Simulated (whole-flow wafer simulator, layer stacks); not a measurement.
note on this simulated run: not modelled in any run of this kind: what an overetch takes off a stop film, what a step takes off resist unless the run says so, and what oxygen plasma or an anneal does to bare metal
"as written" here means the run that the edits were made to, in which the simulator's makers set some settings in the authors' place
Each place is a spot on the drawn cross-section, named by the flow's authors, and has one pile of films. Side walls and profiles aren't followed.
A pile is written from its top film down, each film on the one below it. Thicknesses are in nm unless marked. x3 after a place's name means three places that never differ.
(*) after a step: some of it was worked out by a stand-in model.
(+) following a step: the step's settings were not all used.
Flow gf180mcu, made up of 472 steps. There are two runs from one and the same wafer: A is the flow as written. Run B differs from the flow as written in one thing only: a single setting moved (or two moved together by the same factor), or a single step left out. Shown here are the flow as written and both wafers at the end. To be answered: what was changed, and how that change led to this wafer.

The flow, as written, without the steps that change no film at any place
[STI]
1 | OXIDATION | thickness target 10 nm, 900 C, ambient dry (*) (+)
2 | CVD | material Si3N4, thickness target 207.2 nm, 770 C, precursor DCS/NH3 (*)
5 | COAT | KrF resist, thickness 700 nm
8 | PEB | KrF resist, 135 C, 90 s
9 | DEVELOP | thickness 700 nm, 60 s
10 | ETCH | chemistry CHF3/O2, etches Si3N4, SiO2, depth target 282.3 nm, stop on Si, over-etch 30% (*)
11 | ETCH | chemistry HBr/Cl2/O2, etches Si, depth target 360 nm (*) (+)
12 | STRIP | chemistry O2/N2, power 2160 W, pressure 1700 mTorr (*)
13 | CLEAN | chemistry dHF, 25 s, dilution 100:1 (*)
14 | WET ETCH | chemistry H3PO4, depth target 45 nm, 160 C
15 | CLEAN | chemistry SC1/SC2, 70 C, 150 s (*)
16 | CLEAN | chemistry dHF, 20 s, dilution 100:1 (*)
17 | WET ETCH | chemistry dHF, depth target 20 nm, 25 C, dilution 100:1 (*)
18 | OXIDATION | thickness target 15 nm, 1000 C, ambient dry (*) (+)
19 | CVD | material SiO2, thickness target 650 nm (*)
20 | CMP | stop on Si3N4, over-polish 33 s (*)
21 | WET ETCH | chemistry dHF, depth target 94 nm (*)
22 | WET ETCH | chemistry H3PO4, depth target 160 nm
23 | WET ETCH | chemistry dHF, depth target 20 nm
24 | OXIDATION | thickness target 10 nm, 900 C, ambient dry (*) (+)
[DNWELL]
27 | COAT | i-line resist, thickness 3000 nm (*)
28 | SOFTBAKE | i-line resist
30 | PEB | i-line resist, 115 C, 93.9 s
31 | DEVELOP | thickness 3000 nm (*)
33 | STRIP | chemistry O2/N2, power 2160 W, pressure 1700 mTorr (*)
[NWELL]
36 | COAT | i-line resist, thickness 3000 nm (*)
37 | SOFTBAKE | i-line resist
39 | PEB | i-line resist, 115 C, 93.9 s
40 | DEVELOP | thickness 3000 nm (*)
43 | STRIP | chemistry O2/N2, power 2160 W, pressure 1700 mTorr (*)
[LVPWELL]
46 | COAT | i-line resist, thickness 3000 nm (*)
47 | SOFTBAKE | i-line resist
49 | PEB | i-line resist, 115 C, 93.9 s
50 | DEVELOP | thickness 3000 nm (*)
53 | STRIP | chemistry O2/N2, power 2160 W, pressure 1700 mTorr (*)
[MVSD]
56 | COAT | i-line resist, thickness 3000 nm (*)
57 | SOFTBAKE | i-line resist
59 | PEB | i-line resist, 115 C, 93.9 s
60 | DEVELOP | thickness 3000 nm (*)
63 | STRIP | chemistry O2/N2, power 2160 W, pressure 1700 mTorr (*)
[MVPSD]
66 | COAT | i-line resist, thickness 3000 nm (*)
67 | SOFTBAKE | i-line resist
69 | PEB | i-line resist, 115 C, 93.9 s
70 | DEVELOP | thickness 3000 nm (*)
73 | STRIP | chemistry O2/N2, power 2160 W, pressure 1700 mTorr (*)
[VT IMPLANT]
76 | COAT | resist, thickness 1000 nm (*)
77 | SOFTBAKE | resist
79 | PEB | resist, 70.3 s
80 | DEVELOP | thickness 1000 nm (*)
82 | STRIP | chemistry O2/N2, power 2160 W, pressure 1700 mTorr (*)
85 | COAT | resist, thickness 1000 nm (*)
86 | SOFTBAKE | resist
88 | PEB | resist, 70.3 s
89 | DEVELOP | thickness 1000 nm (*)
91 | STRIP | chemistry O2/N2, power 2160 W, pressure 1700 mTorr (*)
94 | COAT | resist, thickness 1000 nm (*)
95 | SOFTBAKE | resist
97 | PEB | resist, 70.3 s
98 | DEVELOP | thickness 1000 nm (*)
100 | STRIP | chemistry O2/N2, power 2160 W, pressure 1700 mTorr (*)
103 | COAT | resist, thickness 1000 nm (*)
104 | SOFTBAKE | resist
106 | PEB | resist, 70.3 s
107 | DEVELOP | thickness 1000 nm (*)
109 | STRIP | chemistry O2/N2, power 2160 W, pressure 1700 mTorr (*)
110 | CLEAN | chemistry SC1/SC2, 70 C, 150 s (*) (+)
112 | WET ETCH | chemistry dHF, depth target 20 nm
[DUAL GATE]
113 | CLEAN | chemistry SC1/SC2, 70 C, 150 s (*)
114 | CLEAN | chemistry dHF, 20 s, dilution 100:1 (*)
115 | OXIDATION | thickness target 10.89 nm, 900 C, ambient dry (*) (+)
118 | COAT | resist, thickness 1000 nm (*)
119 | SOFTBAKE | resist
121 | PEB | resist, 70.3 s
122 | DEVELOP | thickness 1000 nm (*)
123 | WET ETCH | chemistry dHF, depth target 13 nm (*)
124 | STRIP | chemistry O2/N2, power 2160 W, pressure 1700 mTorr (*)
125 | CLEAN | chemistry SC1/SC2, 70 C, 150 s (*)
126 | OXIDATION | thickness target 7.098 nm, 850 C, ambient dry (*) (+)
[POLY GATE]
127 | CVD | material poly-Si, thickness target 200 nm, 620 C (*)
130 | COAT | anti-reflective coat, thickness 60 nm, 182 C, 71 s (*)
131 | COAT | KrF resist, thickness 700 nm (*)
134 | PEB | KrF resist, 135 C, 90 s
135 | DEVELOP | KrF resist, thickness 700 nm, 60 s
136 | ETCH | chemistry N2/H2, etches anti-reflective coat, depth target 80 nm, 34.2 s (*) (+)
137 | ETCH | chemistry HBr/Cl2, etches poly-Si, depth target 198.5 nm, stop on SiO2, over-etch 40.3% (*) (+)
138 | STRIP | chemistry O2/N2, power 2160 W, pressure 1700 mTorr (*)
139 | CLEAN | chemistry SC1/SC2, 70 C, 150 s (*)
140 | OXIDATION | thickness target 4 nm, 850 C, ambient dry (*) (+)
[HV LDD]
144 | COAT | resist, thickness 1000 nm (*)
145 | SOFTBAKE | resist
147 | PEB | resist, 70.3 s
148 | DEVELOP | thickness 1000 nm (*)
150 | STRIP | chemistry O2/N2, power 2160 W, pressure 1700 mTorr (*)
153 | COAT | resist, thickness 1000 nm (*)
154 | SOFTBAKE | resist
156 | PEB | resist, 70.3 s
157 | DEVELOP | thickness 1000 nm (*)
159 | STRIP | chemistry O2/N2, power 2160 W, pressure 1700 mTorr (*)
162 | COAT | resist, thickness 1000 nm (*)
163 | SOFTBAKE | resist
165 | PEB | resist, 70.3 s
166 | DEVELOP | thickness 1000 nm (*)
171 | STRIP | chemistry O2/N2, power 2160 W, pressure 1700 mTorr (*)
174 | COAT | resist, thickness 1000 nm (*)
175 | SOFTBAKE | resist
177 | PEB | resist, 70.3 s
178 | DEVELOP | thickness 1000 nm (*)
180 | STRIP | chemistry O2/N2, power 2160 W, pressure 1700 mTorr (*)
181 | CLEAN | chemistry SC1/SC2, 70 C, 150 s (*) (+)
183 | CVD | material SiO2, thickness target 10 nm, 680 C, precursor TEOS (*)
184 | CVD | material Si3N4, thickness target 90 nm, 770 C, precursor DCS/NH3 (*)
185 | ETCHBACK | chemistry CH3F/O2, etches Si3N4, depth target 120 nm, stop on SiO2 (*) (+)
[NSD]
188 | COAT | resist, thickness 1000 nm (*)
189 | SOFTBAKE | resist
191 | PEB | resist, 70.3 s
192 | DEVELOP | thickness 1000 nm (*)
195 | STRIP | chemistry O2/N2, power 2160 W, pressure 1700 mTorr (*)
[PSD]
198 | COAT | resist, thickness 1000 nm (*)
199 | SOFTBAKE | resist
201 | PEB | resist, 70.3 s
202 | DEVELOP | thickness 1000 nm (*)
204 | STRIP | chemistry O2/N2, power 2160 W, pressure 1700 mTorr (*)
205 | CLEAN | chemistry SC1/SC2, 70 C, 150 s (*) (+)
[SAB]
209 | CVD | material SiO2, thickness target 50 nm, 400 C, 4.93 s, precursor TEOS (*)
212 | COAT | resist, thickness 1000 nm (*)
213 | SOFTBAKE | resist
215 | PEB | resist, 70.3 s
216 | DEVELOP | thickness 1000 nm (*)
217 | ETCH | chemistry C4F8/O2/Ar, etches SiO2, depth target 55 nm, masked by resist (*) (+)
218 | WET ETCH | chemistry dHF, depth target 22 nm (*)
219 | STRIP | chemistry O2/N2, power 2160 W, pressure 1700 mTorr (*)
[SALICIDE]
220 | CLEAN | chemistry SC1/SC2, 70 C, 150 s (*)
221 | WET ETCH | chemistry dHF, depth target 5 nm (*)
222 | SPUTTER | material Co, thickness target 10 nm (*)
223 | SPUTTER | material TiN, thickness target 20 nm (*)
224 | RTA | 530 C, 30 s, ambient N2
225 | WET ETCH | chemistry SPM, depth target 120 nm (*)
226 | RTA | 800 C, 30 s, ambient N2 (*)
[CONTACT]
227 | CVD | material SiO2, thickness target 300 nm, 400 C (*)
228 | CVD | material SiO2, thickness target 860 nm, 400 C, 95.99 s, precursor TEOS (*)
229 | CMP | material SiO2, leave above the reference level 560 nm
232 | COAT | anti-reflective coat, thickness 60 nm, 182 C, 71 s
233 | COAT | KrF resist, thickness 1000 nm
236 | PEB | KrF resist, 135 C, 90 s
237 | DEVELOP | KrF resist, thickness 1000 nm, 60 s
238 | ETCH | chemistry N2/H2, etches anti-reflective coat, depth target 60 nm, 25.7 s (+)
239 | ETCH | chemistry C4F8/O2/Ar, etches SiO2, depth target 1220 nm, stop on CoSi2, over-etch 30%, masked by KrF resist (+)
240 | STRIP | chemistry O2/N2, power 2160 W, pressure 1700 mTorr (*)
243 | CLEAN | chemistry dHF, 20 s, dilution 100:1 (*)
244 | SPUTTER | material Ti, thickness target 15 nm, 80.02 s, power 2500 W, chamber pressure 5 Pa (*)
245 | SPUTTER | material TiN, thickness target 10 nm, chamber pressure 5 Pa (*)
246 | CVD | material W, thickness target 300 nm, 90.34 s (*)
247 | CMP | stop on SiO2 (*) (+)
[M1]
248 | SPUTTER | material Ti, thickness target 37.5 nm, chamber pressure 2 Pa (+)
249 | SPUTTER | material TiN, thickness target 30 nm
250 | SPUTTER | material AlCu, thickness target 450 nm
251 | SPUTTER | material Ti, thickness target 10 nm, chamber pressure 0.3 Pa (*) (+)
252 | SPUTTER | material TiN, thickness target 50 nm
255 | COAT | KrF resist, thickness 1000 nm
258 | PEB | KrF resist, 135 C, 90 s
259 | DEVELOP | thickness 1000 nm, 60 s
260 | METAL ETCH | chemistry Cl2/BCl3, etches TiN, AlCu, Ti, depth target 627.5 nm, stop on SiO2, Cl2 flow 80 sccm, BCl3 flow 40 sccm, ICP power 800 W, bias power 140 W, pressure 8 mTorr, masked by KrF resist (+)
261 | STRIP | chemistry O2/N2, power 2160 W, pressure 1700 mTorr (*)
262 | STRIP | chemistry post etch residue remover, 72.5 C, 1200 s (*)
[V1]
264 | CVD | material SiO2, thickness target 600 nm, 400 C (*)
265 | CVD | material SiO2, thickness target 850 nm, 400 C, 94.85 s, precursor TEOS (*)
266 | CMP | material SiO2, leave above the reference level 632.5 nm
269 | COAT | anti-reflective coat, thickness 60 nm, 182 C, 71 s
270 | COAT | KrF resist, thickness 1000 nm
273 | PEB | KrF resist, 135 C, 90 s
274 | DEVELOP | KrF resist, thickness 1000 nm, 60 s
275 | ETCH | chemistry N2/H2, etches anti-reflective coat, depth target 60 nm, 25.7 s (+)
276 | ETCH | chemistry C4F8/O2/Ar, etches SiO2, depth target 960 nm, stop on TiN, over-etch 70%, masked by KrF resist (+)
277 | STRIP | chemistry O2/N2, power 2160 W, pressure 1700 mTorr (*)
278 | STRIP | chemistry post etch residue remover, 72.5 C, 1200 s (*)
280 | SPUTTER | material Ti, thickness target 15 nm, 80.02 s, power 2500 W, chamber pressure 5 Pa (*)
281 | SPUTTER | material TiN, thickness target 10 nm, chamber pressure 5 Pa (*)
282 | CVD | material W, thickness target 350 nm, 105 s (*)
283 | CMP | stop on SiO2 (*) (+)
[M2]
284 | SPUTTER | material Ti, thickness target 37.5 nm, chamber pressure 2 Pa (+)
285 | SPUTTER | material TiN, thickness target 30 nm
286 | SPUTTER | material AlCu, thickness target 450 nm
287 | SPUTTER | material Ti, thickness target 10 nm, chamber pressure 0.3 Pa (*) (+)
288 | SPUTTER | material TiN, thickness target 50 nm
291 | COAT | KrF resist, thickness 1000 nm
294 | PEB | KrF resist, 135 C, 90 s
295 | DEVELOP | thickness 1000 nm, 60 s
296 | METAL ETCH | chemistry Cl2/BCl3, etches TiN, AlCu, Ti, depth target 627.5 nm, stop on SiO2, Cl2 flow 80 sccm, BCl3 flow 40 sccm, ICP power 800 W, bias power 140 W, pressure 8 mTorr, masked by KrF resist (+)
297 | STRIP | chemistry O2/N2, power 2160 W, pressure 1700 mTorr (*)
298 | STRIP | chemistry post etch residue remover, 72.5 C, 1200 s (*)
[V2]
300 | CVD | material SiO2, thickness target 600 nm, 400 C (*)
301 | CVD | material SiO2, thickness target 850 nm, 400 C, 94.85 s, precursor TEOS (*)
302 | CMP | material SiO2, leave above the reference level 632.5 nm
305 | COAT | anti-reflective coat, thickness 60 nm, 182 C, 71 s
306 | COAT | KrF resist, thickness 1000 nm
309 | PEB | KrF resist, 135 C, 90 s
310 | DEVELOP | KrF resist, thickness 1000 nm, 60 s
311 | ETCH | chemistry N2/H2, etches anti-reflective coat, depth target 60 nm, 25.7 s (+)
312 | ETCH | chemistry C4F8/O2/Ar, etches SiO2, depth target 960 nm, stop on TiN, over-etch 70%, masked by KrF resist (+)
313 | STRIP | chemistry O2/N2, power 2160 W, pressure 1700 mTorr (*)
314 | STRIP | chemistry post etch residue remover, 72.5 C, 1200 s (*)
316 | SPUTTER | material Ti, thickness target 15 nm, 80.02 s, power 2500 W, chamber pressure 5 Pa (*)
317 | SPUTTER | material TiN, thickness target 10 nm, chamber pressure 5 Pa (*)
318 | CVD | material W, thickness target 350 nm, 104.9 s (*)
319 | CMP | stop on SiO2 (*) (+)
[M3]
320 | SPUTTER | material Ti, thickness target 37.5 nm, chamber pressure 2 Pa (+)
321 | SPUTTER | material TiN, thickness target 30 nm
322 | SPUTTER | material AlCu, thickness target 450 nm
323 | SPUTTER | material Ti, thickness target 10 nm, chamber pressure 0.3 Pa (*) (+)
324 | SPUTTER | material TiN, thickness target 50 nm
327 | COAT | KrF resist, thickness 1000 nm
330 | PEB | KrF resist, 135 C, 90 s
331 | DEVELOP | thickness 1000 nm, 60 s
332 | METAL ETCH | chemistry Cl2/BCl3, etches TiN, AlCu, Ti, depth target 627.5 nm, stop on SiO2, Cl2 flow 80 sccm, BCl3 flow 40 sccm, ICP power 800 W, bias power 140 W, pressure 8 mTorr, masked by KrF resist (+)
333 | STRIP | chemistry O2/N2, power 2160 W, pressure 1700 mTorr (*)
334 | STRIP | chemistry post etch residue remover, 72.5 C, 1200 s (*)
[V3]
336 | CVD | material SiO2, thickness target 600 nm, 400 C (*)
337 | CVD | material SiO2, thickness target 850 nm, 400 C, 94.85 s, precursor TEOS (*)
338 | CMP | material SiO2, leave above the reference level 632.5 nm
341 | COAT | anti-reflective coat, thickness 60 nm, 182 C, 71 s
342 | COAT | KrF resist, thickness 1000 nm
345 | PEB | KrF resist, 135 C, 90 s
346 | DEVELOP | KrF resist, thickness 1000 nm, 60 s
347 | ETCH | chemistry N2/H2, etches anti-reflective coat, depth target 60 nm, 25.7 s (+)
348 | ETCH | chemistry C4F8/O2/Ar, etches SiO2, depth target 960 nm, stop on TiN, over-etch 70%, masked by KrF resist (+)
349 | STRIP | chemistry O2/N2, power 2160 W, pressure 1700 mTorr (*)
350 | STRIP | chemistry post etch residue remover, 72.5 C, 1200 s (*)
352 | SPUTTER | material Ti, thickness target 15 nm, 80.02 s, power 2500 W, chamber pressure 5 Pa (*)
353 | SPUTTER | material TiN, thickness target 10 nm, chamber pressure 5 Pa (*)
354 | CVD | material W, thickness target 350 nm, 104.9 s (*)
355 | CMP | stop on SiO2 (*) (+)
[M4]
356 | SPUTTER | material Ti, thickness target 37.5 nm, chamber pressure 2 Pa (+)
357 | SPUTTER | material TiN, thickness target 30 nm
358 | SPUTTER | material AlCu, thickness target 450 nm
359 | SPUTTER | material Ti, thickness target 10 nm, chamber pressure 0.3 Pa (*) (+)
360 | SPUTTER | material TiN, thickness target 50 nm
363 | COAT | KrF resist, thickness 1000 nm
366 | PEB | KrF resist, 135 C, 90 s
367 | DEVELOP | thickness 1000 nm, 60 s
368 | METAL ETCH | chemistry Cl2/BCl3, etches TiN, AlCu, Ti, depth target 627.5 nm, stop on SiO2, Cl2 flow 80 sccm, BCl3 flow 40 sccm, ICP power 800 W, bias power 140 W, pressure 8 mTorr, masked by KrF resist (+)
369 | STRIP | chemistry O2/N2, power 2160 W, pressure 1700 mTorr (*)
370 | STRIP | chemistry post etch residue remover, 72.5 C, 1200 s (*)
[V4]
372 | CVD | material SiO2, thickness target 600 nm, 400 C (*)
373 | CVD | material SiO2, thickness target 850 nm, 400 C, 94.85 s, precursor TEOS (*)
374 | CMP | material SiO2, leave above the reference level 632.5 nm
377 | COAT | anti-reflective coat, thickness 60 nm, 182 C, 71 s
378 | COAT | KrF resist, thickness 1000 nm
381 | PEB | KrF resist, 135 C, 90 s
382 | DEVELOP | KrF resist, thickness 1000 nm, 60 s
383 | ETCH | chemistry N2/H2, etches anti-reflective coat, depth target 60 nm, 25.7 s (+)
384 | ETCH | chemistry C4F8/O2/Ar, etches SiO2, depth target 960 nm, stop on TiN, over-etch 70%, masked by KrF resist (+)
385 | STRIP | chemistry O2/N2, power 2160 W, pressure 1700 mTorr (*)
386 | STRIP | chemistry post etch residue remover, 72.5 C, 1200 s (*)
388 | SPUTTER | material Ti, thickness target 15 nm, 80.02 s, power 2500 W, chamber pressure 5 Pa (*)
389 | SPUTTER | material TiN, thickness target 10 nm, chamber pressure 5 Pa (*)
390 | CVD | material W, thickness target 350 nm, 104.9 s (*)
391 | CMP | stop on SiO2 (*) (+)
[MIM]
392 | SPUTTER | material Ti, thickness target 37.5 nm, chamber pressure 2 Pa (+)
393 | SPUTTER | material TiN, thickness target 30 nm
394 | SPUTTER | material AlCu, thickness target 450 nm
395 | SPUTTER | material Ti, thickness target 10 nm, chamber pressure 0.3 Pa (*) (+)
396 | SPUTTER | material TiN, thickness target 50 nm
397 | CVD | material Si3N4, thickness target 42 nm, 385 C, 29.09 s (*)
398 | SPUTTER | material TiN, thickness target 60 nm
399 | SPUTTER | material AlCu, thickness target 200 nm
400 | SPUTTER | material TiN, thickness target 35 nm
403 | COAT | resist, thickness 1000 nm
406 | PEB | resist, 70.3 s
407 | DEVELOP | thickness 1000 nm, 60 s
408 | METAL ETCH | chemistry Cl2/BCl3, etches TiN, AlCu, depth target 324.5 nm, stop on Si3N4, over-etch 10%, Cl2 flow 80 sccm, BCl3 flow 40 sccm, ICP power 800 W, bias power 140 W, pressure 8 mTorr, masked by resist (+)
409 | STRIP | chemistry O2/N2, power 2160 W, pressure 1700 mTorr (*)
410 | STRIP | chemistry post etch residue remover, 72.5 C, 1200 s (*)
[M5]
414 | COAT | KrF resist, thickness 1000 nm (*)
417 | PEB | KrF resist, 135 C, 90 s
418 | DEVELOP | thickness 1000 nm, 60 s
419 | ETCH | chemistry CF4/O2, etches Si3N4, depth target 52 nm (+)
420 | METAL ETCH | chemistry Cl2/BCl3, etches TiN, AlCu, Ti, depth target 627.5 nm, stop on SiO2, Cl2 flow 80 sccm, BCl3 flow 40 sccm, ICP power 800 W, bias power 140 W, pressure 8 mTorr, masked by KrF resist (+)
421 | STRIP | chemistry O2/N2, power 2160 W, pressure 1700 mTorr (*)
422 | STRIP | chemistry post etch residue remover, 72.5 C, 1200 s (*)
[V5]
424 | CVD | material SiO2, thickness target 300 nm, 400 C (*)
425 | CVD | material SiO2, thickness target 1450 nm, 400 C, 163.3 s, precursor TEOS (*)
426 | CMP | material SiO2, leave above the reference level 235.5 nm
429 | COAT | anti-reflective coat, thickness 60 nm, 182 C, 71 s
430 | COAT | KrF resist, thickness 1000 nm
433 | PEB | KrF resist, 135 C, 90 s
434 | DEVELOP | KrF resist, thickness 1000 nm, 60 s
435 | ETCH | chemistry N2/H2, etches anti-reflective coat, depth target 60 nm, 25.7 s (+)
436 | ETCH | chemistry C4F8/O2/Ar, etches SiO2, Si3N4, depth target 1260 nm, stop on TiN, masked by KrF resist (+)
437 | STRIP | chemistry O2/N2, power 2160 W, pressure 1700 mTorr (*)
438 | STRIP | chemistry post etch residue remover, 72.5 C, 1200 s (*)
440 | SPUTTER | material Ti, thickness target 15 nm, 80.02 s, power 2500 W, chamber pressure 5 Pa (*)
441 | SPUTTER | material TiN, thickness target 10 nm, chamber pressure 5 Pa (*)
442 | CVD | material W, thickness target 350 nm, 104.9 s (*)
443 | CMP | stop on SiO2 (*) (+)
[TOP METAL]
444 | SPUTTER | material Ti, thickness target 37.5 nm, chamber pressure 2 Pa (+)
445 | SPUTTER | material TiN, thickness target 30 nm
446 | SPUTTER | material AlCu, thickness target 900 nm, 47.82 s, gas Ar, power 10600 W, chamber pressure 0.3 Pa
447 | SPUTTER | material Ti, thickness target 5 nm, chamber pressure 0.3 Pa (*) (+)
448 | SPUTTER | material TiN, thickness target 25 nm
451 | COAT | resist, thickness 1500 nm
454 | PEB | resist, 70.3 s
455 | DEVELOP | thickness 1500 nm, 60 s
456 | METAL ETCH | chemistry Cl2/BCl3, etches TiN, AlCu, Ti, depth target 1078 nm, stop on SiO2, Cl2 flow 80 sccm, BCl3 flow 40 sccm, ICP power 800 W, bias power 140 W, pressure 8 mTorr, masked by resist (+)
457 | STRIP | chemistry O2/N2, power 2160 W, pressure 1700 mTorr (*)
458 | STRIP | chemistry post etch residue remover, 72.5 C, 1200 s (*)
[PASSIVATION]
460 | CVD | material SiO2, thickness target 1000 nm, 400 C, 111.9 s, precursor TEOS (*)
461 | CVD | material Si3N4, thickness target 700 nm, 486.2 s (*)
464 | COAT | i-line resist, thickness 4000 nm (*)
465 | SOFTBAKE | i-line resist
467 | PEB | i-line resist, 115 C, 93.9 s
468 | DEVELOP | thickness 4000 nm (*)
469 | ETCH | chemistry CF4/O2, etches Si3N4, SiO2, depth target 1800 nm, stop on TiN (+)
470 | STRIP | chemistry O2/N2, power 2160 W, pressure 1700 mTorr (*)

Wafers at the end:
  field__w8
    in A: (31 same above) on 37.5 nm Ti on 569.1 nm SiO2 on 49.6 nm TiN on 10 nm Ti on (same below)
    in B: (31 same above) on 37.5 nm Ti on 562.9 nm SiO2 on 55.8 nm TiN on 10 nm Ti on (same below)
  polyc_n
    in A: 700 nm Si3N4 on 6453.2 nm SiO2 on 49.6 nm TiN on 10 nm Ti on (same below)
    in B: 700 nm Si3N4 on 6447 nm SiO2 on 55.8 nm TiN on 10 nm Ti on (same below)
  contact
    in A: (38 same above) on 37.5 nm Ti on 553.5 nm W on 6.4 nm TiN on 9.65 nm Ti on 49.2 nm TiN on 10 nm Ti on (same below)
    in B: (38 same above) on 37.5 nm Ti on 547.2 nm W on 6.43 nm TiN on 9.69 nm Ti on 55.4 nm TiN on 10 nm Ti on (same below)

What caused this: step 252, SPUTTER: thickness target 56.2 nm was run, while the flow as written has thickness target 50 nm.

Step by step, how the change led to this:
  252 | SPUTTER | material TiN, thickness target 50 nm
      field, field__w1, field__w2 and 108 more: A +50 TiN (new film) | B +56.2 TiN (new film)
  260 | METAL ETCH | chemistry Cl2/BCl3, etches TiN, AlCu, Ti, depth target 627.5 nm, stop on SiO2, Cl2 flow 80 sccm, BCl3 flow 40 sccm, ICP power 800 W, bias power 140 W, pressure 8 mTorr, masked by KrF resist (+)
      field, field__w1, field__w2 and 99 more: A -50 TiN (all of it), -10 Ti (all of it), -450 AlCu (all of it), -30 TiN (all of it), -37.5 Ti (all of it) | B -56.2 TiN (all of it), -10 Ti (all of it), -450 AlCu (all of it), -30 TiN (all of it), -37.5 Ti (all of it)
